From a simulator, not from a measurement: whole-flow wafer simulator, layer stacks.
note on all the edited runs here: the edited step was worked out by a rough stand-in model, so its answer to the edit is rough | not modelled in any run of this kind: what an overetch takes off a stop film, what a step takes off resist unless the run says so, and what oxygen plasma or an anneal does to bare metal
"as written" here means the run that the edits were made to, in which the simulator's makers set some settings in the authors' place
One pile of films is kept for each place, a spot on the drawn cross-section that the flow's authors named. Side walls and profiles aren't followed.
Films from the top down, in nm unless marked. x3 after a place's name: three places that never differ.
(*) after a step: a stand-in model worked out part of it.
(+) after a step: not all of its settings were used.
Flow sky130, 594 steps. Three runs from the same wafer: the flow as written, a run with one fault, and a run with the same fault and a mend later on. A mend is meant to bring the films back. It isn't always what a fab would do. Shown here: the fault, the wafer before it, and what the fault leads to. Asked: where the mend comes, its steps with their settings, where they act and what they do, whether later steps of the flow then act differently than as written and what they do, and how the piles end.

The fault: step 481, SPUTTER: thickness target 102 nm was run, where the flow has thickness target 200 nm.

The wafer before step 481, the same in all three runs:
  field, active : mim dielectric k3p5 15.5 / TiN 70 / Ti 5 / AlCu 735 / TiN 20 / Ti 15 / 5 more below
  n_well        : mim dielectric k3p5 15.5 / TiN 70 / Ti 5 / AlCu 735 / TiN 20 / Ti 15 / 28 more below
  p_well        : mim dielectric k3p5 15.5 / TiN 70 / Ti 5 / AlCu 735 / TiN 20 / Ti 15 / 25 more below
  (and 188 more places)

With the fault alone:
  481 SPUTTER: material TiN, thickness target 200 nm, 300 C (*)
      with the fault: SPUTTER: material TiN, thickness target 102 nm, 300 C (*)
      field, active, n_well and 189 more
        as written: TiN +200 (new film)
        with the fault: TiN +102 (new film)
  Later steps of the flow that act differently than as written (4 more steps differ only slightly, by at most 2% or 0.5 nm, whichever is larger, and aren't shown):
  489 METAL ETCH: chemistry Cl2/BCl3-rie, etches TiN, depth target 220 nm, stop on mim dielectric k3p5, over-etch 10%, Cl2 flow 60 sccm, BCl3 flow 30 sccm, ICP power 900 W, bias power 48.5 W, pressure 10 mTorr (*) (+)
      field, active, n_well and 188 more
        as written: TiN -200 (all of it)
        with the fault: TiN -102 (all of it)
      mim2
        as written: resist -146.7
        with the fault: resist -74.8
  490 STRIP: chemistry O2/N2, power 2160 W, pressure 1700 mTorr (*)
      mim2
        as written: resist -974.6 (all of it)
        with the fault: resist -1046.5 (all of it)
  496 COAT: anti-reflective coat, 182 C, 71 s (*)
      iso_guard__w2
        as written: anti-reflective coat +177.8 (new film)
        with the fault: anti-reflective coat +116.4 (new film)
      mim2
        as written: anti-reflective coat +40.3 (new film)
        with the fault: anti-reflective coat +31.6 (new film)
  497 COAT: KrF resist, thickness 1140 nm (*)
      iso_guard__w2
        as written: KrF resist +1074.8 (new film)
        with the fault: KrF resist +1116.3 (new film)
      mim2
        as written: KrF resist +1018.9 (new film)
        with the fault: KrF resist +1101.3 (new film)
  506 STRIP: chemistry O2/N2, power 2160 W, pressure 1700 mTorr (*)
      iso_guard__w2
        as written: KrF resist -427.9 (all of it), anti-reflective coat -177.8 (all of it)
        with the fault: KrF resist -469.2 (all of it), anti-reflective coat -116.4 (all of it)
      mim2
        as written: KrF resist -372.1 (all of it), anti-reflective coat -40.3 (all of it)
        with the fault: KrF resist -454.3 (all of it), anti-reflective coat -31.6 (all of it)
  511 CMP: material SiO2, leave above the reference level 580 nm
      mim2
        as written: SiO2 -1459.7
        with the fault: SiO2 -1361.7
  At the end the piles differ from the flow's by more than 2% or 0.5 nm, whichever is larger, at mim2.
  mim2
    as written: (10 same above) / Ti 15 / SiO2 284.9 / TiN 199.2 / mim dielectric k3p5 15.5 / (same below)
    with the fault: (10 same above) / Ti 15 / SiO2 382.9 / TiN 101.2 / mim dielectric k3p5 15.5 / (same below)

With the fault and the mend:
  The mend comes after step 481.
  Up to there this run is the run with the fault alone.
  481a SPUTTER: material TiN, thickness target 98 nm, 300 C (*) (the flow's step 481 once more, with other settings)
      field, active, n_well and 189 more
        TiN +98
  No later step of the flow acts differently than as written at any place that is followed.
  At the end the piles are the same as the flow's at every place that both follow.
